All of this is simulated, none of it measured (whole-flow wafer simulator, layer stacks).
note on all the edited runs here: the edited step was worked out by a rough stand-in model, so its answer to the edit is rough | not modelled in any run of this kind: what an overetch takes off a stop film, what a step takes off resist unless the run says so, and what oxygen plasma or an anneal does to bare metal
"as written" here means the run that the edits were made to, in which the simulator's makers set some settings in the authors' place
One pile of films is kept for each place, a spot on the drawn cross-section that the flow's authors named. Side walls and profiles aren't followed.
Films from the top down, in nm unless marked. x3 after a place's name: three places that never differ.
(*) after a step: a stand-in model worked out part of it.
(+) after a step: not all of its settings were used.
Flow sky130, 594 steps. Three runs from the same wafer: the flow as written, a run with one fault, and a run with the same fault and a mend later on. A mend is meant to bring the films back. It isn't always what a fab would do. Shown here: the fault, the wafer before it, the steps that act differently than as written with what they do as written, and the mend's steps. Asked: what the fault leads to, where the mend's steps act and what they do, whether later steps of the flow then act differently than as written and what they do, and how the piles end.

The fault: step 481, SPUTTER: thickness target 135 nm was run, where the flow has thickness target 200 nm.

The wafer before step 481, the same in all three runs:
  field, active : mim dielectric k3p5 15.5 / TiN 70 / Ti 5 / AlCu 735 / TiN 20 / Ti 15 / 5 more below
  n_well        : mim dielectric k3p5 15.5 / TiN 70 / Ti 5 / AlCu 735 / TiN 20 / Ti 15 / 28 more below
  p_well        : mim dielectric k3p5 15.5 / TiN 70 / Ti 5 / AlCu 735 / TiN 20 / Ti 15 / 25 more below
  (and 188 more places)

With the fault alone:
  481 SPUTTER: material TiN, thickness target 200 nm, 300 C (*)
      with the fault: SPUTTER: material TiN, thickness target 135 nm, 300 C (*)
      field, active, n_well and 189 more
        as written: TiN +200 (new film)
        with the fault: TiN +135 (new film)
  Later steps of the flow that act differently than as written (4 more steps differ only slightly, by at most 2% or 0.5 nm, whichever is larger, and aren't shown):
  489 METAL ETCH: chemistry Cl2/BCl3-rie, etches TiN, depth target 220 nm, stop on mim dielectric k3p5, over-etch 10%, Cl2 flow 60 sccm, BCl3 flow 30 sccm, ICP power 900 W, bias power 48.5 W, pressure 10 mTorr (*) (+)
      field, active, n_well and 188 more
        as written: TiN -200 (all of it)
        with the fault: TiN -135 (all of it)
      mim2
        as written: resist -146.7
        with the fault: resist -99
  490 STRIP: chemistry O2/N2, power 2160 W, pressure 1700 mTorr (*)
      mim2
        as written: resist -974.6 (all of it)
        with the fault: resist -1022.3 (all of it)
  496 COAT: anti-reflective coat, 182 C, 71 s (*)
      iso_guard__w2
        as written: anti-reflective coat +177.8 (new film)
        with the fault: anti-reflective coat +135.3 (new film)
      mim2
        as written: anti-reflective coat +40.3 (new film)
        with the fault: anti-reflective coat +29.6 (new film)
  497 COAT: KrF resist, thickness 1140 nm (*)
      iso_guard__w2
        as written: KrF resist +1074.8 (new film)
        with the fault: KrF resist +1103.4 (new film)
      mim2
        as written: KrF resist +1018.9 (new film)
        with the fault: KrF resist +1077.4 (new film)
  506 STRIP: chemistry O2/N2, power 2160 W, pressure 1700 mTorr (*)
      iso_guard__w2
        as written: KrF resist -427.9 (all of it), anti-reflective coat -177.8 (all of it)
        with the fault: KrF resist -456.3 (all of it), anti-reflective coat -135.3 (all of it)
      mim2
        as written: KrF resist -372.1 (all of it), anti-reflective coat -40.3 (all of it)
        with the fault: KrF resist -430.4 (all of it), anti-reflective coat -29.6 (all of it)
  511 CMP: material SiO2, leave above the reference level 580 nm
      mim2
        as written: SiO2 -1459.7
        with the fault: SiO2 -1394.7
  At the end the piles differ from the flow's by more than 2% or 0.5 nm, whichever is larger, at mim2.
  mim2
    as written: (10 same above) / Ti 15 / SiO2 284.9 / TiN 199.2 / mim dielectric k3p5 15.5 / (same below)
    with the fault: (10 same above) / Ti 15 / SiO2 349.9 / TiN 134.2 / mim dielectric k3p5 15.5 / (same below)

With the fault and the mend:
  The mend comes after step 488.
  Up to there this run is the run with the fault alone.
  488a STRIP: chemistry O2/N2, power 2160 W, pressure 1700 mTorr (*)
      mim2
        resist -1121.3 (all of it)
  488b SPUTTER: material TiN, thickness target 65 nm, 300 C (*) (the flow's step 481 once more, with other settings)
      field, active, n_well and 189 more
        TiN +65
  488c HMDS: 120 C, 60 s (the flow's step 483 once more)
      changes no film at any place that is followed
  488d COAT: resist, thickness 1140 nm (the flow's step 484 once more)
      field, active, n_well and 187 more
        resist +1140 (new film)
      m1, via3_hole
        resist +1140.6 (new film)
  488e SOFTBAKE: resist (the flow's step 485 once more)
      changes no film at any place that is followed
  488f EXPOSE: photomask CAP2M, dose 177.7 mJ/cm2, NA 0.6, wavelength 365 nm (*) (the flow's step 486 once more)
      changes no film at any place that is followed
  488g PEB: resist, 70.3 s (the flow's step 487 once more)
      field, active, n_well and 189 more
        resist -18.7
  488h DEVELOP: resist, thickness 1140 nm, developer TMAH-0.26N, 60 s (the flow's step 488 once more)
      field, active, n_well and 186 more
        resist -1121.3 (all of it)
      m1, via3_hole
        resist -1121.9 (all of it)
  No later step of the flow acts differently than as written at any place that is followed.
  At the end the piles are the same as the flow's at every place that both follow.
